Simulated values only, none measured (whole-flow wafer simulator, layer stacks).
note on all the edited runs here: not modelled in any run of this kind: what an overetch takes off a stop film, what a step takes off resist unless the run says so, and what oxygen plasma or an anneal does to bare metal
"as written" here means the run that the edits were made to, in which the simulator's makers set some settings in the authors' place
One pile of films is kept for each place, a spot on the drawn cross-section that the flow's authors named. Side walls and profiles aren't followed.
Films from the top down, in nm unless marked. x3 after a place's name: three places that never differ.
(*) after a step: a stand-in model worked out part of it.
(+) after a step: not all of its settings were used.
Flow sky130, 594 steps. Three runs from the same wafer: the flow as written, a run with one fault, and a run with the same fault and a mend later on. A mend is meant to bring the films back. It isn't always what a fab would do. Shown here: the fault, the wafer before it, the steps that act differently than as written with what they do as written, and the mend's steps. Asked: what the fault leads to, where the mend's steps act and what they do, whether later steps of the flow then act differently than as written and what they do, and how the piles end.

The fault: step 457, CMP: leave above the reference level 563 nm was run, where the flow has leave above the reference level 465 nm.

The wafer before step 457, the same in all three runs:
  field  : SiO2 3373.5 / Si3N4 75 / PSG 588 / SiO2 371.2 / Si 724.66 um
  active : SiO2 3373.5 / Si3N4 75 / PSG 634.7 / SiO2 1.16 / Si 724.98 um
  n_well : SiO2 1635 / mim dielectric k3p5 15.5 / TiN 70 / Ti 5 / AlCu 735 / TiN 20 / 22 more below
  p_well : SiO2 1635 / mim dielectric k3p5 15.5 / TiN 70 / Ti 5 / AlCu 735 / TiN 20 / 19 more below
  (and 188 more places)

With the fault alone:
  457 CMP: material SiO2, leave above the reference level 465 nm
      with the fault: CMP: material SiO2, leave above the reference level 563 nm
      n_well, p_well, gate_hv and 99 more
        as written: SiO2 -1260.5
        with the fault: SiO2 -1162.5
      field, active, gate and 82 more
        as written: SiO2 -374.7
        with the fault: SiO2 -276.7
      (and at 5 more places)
  Later steps of the flow that act differently than as written:
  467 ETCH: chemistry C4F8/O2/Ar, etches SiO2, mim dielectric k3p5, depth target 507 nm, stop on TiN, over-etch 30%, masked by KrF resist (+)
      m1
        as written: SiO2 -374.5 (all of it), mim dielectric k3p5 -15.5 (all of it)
        with the fault: SiO2 -472.5 (all of it), mim dielectric k3p5 -15.5 (all of it)
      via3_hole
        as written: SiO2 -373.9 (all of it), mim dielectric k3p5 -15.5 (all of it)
        with the fault: SiO2 -471.9 (all of it), mim dielectric k3p5 -15.5 (all of it)
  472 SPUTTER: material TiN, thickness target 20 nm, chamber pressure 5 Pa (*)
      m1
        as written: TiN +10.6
        with the fault: TiN +9.32
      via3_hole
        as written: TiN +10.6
        with the fault: TiN +9.31
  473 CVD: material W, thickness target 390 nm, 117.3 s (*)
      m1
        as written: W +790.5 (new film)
        with the fault: W +889.7 (new film)
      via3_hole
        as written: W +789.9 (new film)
        with the fault: W +889.1 (new film)
  At the end the piles differ from the flow's by more than 2% or 0.5 nm, whichever is larger, at field, active, n_well and 190 more.
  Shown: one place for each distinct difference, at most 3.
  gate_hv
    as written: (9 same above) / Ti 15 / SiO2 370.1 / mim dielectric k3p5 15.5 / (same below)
    with the fault: (9 same above) / Ti 15 / SiO2 468.1 / mim dielectric k3p5 15.5 / (same below)
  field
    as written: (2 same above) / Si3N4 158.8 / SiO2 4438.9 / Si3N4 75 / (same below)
    with the fault: (2 same above) / Si3N4 158.8 / SiO2 4536.9 / Si3N4 75 / (same below)
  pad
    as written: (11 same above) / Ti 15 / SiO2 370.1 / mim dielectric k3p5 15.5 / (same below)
    with the fault: (11 same above) / Ti 15 / SiO2 468.1 / mim dielectric k3p5 15.5 / (same below)

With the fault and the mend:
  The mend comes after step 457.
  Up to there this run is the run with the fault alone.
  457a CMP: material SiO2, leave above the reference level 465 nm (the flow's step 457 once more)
      field, active, n_well and 189 more
        SiO2 -98
  No later step of the flow acts differently than as written at any place that is followed.
  At the end the piles are the same as the flow's at every place that both follow.
